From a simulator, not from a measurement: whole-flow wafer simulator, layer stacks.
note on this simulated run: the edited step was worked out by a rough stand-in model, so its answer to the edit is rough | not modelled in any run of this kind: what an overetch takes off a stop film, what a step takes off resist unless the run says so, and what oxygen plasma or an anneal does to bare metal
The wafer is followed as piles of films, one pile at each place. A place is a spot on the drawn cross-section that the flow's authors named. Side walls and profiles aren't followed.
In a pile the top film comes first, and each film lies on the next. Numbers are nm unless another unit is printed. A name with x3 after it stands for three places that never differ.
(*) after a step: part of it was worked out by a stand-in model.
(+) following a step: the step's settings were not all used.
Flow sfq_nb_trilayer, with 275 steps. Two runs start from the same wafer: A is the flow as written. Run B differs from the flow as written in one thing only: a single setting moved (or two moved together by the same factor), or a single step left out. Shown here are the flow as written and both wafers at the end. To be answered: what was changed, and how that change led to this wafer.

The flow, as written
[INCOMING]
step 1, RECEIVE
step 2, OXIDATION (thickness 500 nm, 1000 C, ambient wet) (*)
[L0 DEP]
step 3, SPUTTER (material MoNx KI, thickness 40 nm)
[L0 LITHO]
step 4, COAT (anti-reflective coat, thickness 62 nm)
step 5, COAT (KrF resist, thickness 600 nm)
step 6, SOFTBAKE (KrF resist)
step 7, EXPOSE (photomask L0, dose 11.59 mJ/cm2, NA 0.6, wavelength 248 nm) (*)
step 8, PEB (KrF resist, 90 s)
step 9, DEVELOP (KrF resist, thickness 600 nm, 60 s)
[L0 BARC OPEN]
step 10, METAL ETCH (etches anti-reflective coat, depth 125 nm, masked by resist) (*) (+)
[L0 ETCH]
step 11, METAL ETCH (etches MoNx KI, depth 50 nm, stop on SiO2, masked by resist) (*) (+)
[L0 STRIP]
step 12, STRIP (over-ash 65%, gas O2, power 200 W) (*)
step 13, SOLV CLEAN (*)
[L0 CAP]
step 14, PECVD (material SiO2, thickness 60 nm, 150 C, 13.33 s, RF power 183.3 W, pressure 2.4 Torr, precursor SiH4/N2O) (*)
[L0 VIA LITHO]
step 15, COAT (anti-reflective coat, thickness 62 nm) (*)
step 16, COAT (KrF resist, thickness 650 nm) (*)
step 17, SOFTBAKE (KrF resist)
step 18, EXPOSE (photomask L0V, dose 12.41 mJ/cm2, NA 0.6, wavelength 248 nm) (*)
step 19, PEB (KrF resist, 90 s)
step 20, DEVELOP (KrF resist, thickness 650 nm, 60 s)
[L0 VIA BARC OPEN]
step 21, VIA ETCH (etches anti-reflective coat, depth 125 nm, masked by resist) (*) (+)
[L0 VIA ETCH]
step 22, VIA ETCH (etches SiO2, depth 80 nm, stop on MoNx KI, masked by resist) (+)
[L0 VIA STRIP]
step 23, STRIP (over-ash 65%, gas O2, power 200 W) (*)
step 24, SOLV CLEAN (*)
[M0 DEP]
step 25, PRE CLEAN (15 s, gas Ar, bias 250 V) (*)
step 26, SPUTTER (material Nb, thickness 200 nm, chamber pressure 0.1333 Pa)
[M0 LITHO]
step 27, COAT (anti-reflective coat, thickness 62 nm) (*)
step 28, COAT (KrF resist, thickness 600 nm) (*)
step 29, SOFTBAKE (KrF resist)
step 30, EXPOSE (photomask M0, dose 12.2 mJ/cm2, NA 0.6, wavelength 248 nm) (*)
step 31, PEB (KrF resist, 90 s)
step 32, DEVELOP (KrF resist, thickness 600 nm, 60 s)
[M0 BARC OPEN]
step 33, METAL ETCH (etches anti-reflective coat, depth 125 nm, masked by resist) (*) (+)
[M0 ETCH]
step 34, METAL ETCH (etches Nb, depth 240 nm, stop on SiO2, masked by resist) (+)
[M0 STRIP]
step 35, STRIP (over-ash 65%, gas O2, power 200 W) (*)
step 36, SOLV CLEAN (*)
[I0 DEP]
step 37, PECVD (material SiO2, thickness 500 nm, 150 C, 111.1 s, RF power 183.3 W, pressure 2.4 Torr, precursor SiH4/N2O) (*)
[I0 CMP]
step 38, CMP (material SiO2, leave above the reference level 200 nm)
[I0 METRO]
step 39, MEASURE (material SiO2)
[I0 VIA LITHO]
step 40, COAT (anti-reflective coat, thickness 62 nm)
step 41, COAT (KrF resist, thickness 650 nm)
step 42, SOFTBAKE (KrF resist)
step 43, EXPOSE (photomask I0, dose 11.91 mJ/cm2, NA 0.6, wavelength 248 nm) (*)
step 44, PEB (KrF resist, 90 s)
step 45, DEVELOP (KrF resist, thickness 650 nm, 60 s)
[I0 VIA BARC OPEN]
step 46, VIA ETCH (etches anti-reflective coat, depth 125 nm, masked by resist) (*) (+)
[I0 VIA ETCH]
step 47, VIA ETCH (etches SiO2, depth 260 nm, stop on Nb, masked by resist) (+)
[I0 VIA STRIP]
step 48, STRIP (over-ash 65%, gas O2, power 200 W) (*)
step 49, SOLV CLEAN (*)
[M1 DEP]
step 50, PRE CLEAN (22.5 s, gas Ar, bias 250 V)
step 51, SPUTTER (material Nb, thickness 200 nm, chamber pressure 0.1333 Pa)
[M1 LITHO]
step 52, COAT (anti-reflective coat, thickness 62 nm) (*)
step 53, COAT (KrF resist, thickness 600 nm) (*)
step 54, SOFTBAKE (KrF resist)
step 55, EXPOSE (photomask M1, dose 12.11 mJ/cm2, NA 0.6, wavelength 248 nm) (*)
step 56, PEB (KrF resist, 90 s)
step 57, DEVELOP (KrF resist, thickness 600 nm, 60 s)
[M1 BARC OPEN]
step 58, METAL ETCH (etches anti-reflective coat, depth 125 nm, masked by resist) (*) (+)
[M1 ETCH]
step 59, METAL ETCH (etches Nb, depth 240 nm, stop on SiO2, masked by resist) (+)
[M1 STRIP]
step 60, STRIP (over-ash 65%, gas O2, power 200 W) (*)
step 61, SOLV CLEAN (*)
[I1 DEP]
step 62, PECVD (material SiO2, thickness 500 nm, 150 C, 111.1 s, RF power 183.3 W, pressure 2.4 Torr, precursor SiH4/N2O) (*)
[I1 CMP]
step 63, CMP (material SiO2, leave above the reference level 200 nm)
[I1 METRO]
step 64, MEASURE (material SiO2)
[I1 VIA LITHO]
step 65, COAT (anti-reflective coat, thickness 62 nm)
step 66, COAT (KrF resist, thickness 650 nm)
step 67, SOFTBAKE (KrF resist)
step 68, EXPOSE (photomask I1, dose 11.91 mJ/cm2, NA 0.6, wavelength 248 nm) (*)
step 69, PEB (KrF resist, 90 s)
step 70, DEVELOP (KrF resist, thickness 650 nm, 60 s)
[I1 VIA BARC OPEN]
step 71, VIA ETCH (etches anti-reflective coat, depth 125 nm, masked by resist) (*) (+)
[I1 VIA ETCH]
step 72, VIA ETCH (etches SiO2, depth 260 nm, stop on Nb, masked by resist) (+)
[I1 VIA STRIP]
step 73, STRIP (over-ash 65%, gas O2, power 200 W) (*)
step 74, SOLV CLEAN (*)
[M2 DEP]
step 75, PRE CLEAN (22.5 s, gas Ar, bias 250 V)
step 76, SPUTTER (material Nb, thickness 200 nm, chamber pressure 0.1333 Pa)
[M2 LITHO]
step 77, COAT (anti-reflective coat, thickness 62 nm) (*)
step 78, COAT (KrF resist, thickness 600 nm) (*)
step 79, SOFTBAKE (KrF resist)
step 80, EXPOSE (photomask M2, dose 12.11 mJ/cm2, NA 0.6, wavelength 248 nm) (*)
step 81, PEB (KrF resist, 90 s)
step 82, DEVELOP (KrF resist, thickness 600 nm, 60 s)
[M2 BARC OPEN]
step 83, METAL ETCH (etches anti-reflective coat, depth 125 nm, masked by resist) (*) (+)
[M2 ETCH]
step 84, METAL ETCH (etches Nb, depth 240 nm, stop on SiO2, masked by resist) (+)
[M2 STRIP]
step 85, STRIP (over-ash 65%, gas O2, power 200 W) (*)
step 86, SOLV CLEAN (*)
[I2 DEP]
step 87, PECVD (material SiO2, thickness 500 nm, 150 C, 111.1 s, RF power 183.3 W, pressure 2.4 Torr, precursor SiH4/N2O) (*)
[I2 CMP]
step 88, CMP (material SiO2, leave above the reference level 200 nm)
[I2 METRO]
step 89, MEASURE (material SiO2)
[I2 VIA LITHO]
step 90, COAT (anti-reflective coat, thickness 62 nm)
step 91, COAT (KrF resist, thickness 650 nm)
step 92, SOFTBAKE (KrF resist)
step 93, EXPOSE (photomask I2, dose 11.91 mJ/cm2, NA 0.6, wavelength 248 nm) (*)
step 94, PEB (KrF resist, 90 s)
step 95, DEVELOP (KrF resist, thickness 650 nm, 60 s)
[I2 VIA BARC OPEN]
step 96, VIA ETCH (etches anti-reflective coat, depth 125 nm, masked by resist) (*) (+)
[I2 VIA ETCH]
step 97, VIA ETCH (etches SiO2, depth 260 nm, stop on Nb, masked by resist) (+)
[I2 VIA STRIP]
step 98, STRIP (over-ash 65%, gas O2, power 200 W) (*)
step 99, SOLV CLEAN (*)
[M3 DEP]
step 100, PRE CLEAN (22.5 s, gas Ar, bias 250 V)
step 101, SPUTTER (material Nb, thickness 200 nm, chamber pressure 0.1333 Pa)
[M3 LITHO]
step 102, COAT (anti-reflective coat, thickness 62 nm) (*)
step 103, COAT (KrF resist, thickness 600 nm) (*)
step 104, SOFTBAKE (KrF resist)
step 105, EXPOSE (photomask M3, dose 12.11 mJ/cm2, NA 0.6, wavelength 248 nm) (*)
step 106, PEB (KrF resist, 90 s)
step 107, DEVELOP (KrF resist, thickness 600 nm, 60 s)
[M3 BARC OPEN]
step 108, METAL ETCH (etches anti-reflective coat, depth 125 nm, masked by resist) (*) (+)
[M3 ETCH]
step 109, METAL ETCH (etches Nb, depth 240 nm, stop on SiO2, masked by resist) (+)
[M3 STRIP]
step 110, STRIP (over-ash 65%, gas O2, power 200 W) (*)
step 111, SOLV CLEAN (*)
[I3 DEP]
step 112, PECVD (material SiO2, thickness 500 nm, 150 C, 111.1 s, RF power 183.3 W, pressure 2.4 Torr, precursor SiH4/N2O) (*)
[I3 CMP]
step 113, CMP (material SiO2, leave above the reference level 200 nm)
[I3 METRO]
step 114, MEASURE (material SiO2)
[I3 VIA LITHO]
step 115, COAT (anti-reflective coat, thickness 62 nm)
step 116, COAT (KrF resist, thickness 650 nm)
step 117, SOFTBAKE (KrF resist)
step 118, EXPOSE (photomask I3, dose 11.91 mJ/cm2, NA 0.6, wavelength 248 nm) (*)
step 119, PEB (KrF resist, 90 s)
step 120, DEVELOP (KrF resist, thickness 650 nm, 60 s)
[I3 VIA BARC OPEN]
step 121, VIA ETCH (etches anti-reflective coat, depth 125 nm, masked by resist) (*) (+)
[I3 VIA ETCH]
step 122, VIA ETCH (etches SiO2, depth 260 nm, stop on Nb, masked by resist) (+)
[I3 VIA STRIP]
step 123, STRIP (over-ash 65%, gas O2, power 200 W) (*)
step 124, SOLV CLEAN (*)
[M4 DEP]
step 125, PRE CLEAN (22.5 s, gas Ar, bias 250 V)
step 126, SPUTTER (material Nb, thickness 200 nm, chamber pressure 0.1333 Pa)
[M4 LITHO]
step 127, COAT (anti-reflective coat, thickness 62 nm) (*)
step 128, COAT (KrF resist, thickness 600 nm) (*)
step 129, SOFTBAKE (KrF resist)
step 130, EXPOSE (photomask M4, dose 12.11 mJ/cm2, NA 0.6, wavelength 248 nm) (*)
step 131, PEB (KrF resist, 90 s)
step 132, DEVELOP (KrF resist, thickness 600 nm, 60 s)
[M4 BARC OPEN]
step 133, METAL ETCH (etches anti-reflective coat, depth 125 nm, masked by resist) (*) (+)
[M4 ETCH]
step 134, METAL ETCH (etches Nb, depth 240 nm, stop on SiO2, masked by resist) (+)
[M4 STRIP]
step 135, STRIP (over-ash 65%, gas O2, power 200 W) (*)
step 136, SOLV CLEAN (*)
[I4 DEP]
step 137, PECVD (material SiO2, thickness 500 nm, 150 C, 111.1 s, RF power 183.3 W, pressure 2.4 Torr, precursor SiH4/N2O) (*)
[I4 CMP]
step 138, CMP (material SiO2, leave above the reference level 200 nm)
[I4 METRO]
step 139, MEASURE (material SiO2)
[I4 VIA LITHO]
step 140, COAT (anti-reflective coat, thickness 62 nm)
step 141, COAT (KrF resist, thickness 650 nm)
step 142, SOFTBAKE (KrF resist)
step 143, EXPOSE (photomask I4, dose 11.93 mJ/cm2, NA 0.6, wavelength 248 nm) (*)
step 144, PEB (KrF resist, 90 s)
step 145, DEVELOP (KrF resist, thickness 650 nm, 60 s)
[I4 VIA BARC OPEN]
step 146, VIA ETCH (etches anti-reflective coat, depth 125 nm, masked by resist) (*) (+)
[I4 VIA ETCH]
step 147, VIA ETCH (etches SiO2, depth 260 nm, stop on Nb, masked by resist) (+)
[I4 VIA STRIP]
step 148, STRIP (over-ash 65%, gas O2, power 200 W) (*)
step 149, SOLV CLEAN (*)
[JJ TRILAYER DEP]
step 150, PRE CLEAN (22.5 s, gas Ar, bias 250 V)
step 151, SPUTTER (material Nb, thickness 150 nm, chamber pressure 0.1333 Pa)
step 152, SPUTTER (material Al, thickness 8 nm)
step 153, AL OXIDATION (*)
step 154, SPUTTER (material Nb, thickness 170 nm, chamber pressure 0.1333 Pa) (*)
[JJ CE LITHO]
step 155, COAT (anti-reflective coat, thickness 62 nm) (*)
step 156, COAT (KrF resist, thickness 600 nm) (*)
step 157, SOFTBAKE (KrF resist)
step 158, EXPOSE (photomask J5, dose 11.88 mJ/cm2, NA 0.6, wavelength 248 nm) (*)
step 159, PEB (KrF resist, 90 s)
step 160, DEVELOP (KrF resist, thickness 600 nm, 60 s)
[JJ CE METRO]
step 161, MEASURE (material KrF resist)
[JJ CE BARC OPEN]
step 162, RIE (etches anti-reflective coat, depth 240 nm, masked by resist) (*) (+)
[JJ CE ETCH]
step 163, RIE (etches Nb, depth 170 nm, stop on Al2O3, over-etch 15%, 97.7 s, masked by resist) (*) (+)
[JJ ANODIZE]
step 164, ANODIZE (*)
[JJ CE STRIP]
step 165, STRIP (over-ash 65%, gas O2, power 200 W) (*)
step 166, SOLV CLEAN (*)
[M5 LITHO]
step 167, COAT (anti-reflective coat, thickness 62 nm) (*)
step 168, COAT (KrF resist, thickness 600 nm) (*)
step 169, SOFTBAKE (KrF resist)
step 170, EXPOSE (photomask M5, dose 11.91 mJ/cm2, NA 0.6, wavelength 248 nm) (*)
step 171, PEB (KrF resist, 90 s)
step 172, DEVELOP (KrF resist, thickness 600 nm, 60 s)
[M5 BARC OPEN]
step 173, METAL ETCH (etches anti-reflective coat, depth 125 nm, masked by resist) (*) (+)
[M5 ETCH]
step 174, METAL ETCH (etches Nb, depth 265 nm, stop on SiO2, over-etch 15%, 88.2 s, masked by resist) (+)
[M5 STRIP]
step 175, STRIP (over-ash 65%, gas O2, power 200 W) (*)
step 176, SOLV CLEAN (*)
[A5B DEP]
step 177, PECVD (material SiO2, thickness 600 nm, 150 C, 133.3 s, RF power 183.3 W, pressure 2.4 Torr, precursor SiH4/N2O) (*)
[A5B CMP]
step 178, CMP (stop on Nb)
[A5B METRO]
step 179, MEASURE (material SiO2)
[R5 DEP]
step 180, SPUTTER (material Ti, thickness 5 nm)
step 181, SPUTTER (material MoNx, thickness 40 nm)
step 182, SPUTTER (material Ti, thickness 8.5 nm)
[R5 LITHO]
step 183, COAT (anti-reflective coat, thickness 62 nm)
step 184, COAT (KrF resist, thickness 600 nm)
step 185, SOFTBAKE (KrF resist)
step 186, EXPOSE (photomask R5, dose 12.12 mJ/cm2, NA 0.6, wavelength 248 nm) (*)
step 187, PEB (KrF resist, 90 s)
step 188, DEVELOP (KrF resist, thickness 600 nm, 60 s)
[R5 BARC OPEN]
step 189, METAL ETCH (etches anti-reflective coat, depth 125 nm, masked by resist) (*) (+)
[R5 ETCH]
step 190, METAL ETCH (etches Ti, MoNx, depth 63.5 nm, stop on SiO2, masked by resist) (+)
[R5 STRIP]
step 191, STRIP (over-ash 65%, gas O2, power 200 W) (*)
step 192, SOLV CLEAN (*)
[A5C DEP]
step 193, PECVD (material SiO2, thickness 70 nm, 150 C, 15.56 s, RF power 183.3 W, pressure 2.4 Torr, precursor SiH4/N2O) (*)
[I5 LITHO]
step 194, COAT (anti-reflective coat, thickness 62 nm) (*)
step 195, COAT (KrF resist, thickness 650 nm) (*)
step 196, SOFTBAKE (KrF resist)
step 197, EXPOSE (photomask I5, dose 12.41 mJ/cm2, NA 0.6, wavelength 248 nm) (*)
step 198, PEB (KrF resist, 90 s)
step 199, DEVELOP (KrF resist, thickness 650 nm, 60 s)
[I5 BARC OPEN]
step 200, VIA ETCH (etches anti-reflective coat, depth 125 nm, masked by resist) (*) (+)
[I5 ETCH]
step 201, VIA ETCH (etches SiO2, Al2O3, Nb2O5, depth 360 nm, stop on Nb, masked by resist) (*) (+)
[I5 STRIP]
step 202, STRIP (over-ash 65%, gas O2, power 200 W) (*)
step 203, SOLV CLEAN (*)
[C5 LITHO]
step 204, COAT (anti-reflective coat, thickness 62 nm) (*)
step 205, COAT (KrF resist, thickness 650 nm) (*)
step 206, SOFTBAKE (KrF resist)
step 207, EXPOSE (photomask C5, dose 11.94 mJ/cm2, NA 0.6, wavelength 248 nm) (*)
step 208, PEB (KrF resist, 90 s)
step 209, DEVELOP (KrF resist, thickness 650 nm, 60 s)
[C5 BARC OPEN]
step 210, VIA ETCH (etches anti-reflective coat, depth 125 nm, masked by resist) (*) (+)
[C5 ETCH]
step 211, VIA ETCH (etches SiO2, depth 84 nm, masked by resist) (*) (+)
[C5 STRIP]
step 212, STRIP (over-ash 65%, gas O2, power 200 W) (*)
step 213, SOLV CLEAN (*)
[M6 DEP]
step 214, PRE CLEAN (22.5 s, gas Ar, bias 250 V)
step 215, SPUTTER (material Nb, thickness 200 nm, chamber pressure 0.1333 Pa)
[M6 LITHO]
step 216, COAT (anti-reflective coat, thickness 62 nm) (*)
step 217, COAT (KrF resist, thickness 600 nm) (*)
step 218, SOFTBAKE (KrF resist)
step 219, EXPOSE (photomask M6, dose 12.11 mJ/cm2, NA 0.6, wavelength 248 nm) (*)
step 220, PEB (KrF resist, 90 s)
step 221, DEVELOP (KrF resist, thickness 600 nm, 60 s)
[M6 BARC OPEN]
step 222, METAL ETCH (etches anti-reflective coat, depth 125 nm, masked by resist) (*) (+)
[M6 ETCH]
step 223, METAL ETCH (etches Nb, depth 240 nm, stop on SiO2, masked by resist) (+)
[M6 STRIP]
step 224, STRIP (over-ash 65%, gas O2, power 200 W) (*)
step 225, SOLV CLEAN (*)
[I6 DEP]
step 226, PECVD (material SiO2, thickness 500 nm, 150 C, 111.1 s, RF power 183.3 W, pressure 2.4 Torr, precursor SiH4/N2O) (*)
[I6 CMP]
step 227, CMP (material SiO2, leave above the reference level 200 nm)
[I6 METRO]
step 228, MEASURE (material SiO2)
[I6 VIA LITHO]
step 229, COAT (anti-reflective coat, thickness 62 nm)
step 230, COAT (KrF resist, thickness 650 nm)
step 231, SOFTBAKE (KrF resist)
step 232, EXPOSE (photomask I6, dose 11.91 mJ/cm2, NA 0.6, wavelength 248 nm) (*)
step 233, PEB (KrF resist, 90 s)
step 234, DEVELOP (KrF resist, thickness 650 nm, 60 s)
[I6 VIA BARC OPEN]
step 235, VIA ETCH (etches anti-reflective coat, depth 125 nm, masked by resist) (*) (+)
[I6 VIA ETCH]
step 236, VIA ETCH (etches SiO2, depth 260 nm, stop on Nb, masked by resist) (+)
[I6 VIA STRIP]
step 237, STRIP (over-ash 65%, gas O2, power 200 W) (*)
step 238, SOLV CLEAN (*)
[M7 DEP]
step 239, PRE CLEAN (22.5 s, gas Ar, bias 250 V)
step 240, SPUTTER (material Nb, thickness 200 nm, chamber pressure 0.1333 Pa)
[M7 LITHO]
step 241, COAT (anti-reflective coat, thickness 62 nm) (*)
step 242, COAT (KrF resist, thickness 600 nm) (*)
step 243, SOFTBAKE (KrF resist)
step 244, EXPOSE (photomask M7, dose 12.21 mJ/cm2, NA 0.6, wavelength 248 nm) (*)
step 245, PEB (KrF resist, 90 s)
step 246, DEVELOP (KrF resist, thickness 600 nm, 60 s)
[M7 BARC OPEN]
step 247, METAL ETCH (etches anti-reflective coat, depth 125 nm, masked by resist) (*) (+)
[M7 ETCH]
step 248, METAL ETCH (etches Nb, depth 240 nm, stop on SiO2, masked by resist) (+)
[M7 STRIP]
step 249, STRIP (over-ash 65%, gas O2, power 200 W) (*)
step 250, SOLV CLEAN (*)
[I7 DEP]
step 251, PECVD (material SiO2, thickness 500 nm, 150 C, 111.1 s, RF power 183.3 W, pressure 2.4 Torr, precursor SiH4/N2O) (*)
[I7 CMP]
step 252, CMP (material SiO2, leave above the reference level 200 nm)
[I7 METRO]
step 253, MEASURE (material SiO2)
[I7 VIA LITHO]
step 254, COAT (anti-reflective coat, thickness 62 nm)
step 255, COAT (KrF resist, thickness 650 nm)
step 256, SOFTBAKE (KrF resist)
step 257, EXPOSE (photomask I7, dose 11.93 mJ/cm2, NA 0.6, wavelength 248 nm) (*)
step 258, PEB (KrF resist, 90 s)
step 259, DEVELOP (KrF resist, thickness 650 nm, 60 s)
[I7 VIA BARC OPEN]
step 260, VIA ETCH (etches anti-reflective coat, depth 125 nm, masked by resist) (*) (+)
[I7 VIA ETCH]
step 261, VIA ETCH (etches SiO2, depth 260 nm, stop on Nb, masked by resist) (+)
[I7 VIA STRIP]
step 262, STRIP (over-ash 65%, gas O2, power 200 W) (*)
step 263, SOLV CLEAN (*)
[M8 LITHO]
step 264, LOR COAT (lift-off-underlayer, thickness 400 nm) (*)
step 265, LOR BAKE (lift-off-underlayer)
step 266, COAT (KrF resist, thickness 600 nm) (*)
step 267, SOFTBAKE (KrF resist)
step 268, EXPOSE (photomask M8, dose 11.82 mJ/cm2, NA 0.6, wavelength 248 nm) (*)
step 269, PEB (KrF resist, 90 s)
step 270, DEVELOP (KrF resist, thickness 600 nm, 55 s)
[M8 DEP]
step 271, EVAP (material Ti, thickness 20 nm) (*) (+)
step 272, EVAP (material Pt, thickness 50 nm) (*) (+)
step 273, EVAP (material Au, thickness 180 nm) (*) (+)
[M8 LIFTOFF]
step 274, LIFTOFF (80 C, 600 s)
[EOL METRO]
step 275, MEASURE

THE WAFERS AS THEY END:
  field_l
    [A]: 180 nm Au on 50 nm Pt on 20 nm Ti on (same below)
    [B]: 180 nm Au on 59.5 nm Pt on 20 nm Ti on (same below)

The reason: step 272, EVAP: thickness 59.5 nm was run, while the flow as written has thickness 50 nm.
One can read it off the wafer: field_l has Pt 59.5, and step 272 as written asks for 50 nm.

Step by step, how the change led to this:
  step 272, EVAP (material Pt, thickness 50 nm) (*) (+)
      field_l, v_sur, via_wl and 103 more: A +50 Pt (new film) | B +59.5 Pt (new film)
  step 274, LIFTOFF (80 C, 600 s)
      p4_fl, p4_fm, p4_w1 and 71 more: A -180 Au (all of it), -50 Pt (all of it), -20 Ti (all of it), -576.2 KrF resist (all of it), -400 lift-off-underlayer (all of it) | B -180 Au (all of it), -59.5 Pt (all of it), -20 Ti (all of it), -576.2 KrF resist (all of it), -400 lift-off-underlayer (all of it)
      c5j, ce_r: A -180 Au (all of it), -50 Pt (all of it), -20 Ti (all of it), -573.3 KrF resist (all of it), -399.3 lift-off-underlayer (all of it) | B -180 Au (all of it), -59.5 Pt (all of it), -20 Ti (all of it), -573.3 KrF resist (all of it), -399.3 lift-off-underlayer (all of it)
      (also at 19 further places)
